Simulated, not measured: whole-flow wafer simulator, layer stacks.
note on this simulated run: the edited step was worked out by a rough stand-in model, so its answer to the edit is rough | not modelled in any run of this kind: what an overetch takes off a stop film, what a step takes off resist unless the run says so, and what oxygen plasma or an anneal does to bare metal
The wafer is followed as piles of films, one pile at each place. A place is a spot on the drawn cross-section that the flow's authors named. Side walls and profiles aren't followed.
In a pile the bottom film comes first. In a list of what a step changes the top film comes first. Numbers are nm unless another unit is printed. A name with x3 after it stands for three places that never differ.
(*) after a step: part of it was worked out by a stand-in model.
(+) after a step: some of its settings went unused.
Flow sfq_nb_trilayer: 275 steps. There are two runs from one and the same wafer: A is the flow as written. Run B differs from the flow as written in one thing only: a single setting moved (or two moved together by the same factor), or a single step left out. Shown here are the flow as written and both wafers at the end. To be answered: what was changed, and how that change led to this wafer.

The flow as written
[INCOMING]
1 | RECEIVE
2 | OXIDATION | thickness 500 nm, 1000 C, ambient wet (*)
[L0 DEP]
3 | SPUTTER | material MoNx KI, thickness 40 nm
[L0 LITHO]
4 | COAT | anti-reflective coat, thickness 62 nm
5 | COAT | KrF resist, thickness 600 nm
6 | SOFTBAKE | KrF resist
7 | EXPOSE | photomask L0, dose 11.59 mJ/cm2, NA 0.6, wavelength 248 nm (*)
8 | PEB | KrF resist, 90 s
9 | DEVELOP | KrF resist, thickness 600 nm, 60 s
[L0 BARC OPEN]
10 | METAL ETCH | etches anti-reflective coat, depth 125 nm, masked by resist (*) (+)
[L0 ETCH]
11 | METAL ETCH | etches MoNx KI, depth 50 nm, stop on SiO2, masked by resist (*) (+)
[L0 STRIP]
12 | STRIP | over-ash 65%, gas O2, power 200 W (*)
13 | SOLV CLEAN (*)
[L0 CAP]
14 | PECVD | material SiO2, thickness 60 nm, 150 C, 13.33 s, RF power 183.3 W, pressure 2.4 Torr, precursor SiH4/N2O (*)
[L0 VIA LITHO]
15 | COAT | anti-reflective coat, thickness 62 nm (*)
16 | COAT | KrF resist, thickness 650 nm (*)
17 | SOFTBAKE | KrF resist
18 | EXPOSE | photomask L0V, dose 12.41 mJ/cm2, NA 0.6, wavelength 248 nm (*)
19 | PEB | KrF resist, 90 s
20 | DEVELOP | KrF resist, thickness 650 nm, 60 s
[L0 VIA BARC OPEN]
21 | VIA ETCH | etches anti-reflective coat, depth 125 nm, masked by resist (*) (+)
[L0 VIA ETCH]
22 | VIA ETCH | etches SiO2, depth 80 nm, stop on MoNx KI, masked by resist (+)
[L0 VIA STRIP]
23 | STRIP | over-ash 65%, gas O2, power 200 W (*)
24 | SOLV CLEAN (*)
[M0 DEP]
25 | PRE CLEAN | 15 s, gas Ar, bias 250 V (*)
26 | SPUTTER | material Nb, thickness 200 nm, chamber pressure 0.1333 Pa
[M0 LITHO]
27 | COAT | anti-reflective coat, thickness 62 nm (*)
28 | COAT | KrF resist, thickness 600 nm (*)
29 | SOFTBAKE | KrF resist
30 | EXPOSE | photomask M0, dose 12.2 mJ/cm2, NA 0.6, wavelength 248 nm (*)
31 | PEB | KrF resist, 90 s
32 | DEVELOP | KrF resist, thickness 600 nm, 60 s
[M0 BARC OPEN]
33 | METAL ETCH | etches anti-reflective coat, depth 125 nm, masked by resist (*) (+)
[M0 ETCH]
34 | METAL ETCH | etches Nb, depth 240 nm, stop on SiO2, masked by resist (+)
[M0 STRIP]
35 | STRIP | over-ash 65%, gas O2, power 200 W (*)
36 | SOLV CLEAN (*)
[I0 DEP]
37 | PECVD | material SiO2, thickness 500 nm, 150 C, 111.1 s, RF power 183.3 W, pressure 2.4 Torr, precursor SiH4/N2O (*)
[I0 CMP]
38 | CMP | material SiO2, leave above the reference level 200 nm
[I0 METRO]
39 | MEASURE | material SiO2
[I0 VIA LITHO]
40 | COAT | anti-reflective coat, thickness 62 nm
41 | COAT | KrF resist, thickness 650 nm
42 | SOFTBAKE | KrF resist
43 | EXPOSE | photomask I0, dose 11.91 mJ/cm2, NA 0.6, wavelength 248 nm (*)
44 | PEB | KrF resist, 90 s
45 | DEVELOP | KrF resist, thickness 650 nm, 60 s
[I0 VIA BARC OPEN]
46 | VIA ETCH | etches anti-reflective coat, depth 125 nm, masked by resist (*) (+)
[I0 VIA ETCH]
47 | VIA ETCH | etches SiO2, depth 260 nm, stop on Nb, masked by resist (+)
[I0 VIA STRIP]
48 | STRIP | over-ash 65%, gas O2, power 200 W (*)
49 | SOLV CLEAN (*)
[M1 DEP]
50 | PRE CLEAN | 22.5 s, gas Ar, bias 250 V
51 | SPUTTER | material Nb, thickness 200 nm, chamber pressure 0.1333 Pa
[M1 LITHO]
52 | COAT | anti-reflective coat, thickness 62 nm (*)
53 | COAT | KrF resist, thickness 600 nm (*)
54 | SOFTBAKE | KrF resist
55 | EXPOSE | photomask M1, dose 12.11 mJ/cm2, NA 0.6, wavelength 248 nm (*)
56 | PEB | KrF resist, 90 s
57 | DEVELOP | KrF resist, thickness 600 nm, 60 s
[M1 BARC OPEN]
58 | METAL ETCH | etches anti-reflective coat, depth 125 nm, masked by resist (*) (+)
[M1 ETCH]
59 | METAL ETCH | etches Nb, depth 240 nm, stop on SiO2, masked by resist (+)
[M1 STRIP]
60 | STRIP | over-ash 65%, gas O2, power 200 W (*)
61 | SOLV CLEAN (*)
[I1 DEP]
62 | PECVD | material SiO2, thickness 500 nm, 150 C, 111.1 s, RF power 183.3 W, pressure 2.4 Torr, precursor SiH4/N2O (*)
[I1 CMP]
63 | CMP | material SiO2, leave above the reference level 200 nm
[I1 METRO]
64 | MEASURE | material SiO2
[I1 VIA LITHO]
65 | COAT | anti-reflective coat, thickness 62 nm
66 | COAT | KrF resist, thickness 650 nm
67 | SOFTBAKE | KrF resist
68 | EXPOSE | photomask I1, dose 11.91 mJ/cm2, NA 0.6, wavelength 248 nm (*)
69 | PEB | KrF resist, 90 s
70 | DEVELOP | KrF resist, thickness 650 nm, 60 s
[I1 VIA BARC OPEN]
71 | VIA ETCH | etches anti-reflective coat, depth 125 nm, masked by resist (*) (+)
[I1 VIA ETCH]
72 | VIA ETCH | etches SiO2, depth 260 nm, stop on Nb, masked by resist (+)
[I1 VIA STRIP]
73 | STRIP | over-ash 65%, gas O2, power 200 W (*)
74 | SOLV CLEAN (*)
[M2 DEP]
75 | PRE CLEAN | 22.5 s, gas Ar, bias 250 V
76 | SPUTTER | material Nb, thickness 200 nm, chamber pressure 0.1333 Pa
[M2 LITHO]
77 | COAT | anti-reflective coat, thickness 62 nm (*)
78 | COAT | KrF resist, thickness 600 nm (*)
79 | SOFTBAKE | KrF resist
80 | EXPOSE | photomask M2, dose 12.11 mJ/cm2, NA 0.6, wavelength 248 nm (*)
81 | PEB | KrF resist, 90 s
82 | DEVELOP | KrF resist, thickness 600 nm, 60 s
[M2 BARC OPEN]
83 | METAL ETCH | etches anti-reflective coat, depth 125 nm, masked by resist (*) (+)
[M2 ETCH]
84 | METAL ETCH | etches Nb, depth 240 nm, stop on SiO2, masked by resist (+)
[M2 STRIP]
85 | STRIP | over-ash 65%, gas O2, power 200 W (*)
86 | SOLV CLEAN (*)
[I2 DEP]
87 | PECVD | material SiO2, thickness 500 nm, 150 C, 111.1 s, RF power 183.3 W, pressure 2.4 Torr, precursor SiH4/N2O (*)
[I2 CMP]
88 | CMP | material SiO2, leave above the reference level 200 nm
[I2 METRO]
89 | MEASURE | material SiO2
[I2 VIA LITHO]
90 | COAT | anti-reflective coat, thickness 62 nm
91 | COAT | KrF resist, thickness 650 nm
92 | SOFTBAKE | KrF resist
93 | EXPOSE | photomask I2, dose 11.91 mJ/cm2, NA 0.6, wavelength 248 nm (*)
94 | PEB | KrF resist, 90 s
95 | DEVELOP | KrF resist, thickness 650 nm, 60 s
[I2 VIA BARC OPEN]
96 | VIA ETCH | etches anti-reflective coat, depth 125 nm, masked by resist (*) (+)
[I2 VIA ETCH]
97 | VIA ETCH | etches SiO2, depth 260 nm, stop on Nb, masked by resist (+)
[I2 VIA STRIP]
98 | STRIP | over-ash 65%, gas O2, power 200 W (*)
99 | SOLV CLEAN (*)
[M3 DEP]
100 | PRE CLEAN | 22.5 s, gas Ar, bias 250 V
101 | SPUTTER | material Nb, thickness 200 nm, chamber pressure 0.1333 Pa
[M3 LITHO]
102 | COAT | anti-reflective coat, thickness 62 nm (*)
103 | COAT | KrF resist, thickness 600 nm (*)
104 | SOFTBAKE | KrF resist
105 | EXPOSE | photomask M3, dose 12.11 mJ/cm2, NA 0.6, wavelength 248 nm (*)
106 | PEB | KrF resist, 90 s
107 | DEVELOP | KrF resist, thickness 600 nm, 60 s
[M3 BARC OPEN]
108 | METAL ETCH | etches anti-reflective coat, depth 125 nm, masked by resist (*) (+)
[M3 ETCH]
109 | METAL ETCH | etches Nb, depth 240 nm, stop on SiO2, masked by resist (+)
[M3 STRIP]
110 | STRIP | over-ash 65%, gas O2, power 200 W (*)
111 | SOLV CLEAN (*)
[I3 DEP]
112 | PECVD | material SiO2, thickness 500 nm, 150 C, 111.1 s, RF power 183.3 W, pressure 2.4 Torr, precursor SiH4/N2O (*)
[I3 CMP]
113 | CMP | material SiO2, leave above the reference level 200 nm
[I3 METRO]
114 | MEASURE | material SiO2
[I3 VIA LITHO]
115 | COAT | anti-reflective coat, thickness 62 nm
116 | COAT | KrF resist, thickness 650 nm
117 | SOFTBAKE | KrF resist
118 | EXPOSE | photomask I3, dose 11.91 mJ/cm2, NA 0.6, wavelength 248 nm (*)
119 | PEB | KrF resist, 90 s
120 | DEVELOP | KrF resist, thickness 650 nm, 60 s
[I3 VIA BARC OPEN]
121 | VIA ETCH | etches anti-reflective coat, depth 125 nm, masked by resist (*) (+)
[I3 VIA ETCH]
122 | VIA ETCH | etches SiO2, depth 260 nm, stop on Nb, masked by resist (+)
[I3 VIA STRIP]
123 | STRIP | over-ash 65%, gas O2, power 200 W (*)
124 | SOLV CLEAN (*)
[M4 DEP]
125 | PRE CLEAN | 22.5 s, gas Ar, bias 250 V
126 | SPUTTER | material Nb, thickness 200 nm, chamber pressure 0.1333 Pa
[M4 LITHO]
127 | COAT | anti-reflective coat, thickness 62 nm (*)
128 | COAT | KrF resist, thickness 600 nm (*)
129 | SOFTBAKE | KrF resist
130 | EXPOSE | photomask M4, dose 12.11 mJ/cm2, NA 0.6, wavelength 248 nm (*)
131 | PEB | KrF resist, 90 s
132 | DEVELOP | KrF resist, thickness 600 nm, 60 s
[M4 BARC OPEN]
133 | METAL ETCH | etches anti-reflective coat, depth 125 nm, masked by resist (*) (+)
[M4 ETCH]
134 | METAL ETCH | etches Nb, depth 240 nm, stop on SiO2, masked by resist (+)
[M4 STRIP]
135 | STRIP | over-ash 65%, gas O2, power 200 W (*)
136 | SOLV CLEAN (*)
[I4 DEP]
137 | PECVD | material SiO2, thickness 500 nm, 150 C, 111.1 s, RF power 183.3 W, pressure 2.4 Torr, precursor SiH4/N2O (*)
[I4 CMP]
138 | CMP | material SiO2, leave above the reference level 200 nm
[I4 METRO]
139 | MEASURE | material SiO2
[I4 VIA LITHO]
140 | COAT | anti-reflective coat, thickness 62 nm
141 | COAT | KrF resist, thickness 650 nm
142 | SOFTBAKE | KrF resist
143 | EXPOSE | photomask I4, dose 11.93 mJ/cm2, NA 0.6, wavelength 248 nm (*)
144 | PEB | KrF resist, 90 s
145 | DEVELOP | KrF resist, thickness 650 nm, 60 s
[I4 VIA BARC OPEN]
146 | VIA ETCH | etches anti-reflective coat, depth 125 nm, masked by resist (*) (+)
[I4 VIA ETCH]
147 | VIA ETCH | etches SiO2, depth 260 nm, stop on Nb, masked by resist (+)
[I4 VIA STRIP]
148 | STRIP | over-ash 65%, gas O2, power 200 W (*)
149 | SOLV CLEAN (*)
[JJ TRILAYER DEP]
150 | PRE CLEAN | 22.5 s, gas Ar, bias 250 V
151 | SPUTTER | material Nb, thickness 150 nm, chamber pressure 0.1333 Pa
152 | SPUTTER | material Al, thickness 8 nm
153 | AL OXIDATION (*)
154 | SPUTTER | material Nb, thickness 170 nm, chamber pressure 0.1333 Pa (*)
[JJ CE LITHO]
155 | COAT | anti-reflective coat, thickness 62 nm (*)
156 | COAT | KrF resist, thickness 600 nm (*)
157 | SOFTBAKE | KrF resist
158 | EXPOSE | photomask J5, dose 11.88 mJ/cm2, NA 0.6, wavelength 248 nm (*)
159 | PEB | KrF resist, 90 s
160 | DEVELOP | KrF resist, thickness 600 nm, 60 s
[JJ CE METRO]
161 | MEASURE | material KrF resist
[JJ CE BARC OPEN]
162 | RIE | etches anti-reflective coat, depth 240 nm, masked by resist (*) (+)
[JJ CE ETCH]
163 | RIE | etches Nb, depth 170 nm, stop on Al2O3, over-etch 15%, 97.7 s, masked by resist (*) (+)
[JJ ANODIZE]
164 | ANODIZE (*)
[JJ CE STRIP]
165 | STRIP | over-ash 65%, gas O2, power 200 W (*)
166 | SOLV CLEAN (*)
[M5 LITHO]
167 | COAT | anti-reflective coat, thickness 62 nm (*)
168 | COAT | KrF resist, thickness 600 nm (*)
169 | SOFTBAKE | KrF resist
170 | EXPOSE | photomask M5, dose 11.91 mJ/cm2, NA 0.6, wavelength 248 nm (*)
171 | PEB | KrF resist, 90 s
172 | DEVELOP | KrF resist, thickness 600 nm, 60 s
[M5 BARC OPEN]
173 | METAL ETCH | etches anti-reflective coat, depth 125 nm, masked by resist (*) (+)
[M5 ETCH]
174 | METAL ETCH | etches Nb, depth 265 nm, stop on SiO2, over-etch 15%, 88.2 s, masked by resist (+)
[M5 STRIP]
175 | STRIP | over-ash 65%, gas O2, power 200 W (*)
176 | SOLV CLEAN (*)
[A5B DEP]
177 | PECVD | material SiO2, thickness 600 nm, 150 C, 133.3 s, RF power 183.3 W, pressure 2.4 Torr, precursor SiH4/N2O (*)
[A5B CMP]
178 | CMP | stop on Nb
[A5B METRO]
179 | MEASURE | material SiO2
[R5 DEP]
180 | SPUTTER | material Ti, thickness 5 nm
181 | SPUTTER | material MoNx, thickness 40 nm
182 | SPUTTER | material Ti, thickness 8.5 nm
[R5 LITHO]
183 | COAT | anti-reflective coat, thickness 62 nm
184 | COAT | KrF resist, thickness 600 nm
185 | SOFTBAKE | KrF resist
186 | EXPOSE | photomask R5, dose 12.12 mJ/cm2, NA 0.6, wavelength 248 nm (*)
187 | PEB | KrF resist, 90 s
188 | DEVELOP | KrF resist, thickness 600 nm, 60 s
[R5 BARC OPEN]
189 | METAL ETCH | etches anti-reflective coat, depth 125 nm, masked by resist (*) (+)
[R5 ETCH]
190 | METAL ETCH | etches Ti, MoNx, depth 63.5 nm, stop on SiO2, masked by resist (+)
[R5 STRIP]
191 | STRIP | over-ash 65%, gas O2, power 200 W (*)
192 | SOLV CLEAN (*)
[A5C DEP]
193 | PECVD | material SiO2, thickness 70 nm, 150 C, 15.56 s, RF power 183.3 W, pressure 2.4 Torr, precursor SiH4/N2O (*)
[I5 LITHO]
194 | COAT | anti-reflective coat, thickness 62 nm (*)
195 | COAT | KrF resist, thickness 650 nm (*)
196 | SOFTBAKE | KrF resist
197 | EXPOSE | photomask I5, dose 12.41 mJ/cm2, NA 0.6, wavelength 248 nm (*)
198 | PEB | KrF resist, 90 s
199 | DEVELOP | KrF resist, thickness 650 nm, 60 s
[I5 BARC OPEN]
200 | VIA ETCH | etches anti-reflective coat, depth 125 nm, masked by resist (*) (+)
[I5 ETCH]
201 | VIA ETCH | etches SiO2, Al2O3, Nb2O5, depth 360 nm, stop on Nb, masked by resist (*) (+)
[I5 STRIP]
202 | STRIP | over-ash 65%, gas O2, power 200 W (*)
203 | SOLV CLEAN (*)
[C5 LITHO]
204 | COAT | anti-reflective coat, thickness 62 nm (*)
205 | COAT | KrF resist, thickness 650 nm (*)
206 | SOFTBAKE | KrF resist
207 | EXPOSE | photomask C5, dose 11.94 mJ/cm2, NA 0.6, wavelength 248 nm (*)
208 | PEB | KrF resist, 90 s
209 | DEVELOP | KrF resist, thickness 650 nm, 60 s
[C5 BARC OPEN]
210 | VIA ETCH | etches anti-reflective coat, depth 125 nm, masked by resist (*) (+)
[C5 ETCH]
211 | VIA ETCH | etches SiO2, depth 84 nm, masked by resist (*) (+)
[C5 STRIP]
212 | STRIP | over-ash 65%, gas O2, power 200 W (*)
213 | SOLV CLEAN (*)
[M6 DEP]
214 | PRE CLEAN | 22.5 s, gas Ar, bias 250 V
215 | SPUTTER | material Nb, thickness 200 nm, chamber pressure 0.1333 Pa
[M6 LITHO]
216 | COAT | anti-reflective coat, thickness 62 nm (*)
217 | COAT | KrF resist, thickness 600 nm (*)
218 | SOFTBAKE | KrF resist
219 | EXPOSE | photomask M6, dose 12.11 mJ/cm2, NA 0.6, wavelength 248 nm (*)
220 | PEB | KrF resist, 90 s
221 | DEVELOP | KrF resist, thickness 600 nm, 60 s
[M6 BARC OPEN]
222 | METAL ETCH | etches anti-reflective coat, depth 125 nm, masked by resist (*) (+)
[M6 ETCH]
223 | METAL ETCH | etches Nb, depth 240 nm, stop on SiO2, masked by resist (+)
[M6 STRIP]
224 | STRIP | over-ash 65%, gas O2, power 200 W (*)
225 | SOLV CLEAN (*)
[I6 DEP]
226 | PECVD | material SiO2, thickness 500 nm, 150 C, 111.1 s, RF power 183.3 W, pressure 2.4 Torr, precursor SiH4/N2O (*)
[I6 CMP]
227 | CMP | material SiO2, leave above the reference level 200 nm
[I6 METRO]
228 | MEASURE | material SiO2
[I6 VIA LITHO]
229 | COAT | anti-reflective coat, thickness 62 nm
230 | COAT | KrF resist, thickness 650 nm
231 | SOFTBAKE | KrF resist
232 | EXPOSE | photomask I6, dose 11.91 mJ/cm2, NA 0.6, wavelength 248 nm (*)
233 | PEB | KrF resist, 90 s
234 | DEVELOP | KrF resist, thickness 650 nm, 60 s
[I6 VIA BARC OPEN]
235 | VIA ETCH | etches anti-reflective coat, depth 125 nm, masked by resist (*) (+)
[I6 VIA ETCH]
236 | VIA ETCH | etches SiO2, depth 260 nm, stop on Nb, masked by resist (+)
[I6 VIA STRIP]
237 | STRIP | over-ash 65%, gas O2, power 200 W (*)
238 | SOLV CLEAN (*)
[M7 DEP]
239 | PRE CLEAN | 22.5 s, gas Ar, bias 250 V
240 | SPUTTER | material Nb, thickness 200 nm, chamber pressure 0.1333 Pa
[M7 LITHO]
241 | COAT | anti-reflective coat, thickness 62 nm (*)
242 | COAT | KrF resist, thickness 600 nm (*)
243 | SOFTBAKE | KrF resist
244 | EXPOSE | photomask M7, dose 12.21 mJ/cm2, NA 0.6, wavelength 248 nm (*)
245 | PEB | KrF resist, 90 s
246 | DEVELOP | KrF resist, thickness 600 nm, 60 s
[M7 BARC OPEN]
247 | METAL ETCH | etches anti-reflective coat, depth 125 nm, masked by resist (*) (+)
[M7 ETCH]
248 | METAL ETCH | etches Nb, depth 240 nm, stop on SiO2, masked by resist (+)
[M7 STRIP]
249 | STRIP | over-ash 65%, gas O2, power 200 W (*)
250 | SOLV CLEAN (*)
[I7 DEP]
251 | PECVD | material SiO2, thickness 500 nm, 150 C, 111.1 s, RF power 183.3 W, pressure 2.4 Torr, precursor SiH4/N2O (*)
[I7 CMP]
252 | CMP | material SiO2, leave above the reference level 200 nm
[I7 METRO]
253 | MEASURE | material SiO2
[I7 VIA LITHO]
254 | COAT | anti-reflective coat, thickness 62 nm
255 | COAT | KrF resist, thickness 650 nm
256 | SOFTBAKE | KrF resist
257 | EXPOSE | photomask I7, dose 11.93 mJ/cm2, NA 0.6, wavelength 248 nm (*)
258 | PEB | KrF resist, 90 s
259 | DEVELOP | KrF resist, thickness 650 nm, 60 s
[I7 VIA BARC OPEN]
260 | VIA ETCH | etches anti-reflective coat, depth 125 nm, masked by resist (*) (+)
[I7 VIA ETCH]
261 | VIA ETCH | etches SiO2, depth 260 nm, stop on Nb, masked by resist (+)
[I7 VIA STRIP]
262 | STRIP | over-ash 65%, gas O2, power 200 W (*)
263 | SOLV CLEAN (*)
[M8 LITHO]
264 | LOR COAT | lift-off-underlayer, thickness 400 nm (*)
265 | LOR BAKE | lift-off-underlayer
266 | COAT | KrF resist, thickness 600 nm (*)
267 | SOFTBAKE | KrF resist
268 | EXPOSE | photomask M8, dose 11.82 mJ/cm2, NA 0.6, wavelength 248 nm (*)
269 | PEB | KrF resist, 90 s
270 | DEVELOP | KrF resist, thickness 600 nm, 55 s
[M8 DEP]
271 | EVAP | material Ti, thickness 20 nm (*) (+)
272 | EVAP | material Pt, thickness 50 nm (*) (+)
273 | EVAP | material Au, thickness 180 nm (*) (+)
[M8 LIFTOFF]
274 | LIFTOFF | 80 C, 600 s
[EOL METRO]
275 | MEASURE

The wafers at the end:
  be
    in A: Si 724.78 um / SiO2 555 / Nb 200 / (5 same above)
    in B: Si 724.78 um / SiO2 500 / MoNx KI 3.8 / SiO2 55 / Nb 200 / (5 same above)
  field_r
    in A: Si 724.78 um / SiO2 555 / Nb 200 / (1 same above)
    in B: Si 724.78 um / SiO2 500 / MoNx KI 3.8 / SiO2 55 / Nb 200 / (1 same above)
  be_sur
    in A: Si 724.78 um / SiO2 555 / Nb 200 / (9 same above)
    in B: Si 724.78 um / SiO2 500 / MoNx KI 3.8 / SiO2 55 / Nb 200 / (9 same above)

Cause: step 11, METAL ETCH: depth 36.2 nm was run, while the flow as written has depth 50 nm.

The path from the change to this, step by step:
  11 | METAL ETCH | etches MoNx KI, depth 50 nm, stop on SiO2, masked by resist (*) (+)
      v_sur, via_wl, via_w and 97 more: A MoNx KI loses 40 (all of it) | B MoNx KI loses 36.2
      field_l, l0_sur, l0v, l0r_line_l, l0r_line_c, l0r_line_r: A KrF resist loses 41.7 | B KrF resist loses 30.2
  12 | STRIP | over-ash 65%, gas O2, power 200 W (*)
      field_l, l0_sur, l0v, l0r_line_l, l0r_line_c, l0r_line_r: A KrF resist loses 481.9 (all of it), anti-reflective coat loses 62 (all of it) | B KrF resist loses 493.4 (all of it), anti-reflective coat loses 62 (all of it)
  14 | PECVD | material SiO2, thickness 60 nm, 150 C, 13.33 s, RF power 183.3 W, pressure 2.4 Torr, precursor SiH4/N2O (*)
      v_sur, via_wl, via_w and 97 more: A SiO2 gains 60 | B SiO2 gains 60 (new film)
  27 | COAT | anti-reflective coat, thickness 62 nm (*)
      l0r_space_c: A anti-reflective coat gains 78 (new film) | B anti-reflective coat gains 76.4 (new film)
  35 | STRIP | over-ash 65%, gas O2, power 200 W (*)
      l0r_space_c: A KrF resist loses 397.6 (all of it), anti-reflective coat loses 78 (all of it) | B KrF resist loses 396.1 (all of it), anti-reflective coat loses 76.4 (all of it)
If metal films that touch count as one body, be has 4 bodies (between them, from the top down: SiO2 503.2; SiO2 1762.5; SiO2 55); the flow as written gives 3 bodies (between them, from the top down: SiO2 503.2; SiO2 1762.5).
If metal films that touch count as one body, field_r has 2 bodies (between them, from the top down: SiO2 55); the flow as written gives 1 body.
If metal films that touch count as one body, be_sur has 5 bodies (between them, from the top down: SiO2 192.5; SiO2 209 / Al2O3 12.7 / Nb2O5 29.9; SiO2 1762.5; SiO2 55); the flow as written gives 4 bodies (between them, from the top down: SiO2 192.5; SiO2 209 / Al2O3 12.7 / Nb2O5 29.9; SiO2 1762.5).
